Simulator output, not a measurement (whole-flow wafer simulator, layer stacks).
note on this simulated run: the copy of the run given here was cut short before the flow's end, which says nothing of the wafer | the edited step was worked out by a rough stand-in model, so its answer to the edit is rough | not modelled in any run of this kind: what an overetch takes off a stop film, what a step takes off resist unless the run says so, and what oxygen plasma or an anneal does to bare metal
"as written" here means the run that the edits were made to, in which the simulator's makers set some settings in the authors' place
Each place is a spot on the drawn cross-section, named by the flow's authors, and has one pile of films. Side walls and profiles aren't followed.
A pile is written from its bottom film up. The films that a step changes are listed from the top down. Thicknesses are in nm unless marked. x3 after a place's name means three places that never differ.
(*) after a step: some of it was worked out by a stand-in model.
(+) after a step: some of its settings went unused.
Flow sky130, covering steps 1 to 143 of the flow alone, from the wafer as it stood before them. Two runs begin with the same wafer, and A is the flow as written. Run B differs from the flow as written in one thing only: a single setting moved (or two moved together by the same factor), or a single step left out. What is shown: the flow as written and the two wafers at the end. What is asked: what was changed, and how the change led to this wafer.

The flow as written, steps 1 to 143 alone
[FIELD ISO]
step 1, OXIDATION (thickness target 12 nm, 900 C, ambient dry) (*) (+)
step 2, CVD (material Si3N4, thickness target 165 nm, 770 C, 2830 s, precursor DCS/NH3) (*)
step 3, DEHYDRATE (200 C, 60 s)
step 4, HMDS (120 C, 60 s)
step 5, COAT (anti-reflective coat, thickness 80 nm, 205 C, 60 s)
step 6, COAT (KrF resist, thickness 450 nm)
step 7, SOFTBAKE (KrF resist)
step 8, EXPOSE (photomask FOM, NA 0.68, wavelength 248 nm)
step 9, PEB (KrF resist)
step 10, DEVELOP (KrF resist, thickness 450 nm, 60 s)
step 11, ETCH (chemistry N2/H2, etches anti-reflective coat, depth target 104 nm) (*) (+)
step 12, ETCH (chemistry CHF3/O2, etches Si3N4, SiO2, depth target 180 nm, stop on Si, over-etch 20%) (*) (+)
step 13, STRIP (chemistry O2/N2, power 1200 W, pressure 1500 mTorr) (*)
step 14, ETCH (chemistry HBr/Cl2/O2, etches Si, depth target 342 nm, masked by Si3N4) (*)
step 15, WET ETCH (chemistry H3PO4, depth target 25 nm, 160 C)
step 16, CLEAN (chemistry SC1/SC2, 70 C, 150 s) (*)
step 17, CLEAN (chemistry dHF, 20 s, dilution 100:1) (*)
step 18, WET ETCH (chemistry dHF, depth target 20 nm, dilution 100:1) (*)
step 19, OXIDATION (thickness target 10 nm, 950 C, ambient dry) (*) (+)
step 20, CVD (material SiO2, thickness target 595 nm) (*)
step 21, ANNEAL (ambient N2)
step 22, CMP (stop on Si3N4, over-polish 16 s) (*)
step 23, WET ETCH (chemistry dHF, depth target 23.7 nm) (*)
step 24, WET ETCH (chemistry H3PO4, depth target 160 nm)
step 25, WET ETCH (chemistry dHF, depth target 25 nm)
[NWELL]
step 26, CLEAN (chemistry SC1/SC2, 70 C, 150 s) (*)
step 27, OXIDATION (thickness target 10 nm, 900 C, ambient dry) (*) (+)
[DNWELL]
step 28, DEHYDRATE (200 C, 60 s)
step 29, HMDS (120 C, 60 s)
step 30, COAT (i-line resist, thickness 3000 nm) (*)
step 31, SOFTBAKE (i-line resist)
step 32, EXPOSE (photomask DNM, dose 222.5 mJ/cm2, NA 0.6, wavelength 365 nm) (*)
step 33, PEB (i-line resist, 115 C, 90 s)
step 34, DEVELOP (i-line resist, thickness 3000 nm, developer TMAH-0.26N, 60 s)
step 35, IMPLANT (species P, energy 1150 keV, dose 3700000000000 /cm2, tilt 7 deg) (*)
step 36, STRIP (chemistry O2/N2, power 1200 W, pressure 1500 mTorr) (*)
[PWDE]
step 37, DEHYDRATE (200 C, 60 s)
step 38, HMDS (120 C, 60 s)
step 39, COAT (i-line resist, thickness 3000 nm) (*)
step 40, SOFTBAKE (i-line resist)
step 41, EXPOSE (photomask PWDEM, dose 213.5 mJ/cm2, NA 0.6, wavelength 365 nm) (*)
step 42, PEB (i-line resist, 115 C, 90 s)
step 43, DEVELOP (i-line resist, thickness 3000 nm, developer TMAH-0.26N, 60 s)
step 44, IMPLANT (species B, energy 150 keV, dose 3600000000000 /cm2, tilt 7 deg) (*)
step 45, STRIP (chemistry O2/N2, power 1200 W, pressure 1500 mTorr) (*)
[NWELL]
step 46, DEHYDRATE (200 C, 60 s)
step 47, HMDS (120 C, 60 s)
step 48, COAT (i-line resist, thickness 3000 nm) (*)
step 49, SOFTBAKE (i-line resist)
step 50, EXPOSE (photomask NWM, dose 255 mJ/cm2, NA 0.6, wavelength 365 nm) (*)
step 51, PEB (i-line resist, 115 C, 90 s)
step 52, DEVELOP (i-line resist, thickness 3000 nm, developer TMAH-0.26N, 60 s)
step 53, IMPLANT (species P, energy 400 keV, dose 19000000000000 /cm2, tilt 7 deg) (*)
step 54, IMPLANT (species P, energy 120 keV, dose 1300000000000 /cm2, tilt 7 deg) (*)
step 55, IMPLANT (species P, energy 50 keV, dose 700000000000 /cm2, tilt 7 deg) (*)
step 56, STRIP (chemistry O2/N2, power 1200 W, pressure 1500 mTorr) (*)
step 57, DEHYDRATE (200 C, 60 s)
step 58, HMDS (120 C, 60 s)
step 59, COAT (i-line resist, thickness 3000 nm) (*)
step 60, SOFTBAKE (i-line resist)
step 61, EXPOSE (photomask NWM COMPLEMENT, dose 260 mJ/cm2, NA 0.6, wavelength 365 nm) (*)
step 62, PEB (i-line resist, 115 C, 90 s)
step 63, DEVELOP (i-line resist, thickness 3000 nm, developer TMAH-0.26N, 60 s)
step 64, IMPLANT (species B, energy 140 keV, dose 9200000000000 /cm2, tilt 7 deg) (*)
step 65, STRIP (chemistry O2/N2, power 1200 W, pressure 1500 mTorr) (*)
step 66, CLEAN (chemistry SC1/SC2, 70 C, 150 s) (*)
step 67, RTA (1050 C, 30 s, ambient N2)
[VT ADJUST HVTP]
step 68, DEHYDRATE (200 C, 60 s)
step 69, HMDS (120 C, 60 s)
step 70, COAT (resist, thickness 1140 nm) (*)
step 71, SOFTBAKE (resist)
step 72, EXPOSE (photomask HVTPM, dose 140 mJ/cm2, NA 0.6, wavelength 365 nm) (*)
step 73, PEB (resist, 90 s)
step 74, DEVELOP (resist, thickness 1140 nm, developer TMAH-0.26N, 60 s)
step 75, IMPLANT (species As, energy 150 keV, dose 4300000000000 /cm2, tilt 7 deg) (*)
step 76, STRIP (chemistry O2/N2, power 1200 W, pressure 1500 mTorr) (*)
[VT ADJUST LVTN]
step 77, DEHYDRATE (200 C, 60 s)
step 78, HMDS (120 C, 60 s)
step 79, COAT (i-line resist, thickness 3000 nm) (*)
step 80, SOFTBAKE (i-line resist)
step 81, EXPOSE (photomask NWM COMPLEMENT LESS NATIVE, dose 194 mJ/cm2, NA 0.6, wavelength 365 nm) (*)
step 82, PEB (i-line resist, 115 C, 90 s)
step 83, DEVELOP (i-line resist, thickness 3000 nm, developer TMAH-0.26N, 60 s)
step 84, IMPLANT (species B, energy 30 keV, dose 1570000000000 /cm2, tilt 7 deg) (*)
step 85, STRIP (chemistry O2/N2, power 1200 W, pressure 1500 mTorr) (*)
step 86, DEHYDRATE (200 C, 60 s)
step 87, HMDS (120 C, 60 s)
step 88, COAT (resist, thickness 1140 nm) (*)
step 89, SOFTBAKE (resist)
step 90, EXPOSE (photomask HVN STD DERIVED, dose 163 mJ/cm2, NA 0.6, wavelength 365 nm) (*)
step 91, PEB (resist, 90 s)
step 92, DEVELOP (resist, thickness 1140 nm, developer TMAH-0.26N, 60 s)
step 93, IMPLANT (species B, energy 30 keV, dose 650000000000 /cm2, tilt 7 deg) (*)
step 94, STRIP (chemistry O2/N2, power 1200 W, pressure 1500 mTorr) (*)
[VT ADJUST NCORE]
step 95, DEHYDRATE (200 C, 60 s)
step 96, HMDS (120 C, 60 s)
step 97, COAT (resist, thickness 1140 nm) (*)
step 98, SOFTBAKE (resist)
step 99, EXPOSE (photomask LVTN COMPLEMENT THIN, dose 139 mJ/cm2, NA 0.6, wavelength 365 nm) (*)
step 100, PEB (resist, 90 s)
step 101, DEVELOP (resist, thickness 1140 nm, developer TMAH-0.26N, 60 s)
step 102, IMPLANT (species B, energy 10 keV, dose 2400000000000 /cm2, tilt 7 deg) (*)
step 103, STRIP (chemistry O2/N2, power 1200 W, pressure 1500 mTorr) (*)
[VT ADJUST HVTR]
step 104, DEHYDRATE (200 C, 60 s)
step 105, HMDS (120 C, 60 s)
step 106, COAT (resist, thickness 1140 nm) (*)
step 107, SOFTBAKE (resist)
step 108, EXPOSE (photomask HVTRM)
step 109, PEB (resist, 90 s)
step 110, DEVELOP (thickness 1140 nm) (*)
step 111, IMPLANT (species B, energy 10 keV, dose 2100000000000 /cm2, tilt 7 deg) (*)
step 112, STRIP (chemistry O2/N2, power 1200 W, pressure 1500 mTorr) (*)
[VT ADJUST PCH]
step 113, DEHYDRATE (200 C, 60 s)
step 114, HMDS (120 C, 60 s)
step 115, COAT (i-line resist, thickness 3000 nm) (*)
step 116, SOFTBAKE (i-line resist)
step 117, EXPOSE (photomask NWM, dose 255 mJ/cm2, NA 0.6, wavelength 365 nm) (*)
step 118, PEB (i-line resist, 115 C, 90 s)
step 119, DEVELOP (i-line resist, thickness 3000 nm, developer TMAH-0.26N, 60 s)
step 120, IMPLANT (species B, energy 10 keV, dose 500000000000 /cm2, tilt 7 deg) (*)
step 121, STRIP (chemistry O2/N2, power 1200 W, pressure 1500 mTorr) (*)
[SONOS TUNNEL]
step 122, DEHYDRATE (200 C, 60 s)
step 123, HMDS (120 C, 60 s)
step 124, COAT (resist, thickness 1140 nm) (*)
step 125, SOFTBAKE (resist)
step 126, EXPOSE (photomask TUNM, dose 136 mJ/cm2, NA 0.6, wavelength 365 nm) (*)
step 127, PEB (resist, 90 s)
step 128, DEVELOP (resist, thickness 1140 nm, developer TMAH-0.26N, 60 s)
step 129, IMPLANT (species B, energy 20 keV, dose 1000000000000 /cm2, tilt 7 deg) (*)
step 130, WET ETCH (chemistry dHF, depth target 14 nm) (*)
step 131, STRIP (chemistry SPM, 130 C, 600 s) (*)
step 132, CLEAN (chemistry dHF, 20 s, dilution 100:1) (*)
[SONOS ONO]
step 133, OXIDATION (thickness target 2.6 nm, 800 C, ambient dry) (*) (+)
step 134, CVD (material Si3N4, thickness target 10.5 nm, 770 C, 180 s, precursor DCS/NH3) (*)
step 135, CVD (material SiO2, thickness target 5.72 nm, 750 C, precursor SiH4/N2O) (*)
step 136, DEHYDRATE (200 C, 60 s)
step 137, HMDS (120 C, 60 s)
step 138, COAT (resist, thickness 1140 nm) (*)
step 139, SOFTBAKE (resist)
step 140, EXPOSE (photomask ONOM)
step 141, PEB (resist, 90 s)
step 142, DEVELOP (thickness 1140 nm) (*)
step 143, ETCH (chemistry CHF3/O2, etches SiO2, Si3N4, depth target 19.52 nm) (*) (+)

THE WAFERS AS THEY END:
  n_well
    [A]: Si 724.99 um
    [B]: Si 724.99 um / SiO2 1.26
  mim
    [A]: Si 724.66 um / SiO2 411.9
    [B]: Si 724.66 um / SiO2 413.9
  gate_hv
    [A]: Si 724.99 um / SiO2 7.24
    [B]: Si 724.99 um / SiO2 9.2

What caused this: step 134, CVD: 782 C was run, though the flow has 770 C.

Step by step, how the change led to this:
  step 134, CVD (material Si3N4, thickness target 10.5 nm, 770 C, 180 s, precursor DCS/NH3) (*)
      field, active, n_well and 187 more: A Si3N4 gains 10.5 (new film) | B Si3N4 gains 12.5 (new film)
  step 143, ETCH (chemistry CHF3/O2, etches SiO2, Si3N4, depth target 19.52 nm) (*) (+)
      n_well, sonos_sd: A SiO2 loses 5.72 (all of it), Si3N4 loses 10.5 (all of it), SiO2 loses 2.6 (all of it), Si loses 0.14 | B SiO2 loses 5.72 (all of it), Si3N4 loses 12.5 (all of it), SiO2 loses 1.34
      field, active, p_well x5 and 179 more: A SiO2 loses 5.72 (all of it), Si3N4 loses 10.5 (all of it), SiO2 loses 3.3 | B SiO2 loses 5.72 (all of it), Si3N4 loses 12.5 (all of it), SiO2 loses 1.34
